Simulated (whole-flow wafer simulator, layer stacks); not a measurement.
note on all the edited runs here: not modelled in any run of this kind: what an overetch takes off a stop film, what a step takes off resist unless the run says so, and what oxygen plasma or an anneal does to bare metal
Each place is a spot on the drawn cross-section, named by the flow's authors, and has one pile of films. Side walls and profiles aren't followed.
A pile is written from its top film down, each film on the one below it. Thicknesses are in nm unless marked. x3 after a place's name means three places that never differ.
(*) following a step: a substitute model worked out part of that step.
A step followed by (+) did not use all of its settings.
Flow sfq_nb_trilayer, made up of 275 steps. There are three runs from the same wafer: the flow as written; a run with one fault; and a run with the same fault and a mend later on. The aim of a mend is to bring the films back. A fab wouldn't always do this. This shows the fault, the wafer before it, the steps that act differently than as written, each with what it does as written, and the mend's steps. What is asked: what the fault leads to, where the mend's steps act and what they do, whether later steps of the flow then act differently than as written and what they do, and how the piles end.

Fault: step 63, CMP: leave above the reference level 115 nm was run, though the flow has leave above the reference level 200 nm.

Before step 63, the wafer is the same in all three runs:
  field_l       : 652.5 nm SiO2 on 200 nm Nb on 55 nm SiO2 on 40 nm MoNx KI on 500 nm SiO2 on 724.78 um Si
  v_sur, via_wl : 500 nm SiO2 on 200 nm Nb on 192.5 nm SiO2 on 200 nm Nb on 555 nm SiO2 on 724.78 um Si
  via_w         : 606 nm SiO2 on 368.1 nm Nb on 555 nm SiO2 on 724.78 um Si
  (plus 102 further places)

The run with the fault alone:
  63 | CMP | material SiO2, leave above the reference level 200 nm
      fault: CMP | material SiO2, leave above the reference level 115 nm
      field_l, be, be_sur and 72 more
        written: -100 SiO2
        fault: -185 SiO2
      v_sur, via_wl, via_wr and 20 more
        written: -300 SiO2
        fault: -385 SiO2
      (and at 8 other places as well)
  Later steps of the flow acting differently than as written (not shown: 3 more steps that differ only slightly, by at most 2% or 0.5 nm, whichever is larger):
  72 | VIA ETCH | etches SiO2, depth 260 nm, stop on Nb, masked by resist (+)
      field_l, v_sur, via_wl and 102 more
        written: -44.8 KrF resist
        fault: -29.7 KrF resist
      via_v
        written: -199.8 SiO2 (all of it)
        fault: -114.8 SiO2 (all of it)
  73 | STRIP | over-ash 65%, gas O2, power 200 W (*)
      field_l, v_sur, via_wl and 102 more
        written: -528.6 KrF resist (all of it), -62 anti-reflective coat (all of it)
        fault: -543.7 KrF resist (all of it), -62 anti-reflective coat (all of it)
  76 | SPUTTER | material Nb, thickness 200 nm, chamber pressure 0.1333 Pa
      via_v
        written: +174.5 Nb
        fault: +191.5 Nb
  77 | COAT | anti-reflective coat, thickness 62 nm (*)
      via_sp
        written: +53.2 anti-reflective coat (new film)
        fault: +51.4 anti-reflective coat (new film)
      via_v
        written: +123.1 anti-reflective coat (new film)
        fault: +109.4 anti-reflective coat (new film)
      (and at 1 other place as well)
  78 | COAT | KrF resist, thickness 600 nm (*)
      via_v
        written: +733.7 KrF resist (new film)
        fault: +658.5 KrF resist (new film)
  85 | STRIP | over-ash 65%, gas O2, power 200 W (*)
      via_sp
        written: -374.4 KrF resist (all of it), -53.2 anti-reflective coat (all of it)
        fault: -382.6 KrF resist (all of it), -51.4 anti-reflective coat (all of it)
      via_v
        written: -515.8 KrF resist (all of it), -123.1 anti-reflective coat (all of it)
        fault: -440.7 KrF resist (all of it), -109.4 anti-reflective coat (all of it)
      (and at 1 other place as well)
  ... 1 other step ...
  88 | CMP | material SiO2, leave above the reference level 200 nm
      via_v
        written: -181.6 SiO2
        fault: -177.6 SiO2
  By the end, the piles at field_l, v_sur, via_wl and 103 more depart from the flow's by more than 2% or 0.5 nm, whichever is larger.
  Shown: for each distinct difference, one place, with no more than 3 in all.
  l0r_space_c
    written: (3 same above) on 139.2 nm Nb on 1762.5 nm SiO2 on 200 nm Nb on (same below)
    fault: (3 same above) on 139.2 nm Nb on 1677.5 nm SiO2 on 200 nm Nb on (same below)
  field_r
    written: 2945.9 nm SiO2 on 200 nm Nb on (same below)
    fault: 2860.9 nm SiO2 on 200 nm Nb on (same below)
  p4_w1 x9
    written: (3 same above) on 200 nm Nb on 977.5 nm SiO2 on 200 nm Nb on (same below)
    fault: (3 same above) on 200 nm Nb on 892.5 nm SiO2 on 200 nm Nb on (same below)

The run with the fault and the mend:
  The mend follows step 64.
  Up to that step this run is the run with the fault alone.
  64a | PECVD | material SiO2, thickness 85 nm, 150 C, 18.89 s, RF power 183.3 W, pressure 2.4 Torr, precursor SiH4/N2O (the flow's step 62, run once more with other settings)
      field_l, v_sur, via_wl and 103 more
        +85 SiO2
  Every later step of the flow that is run acts as written at every place that is followed.
  By the end, the piles equal the flow's at every place that both follow.
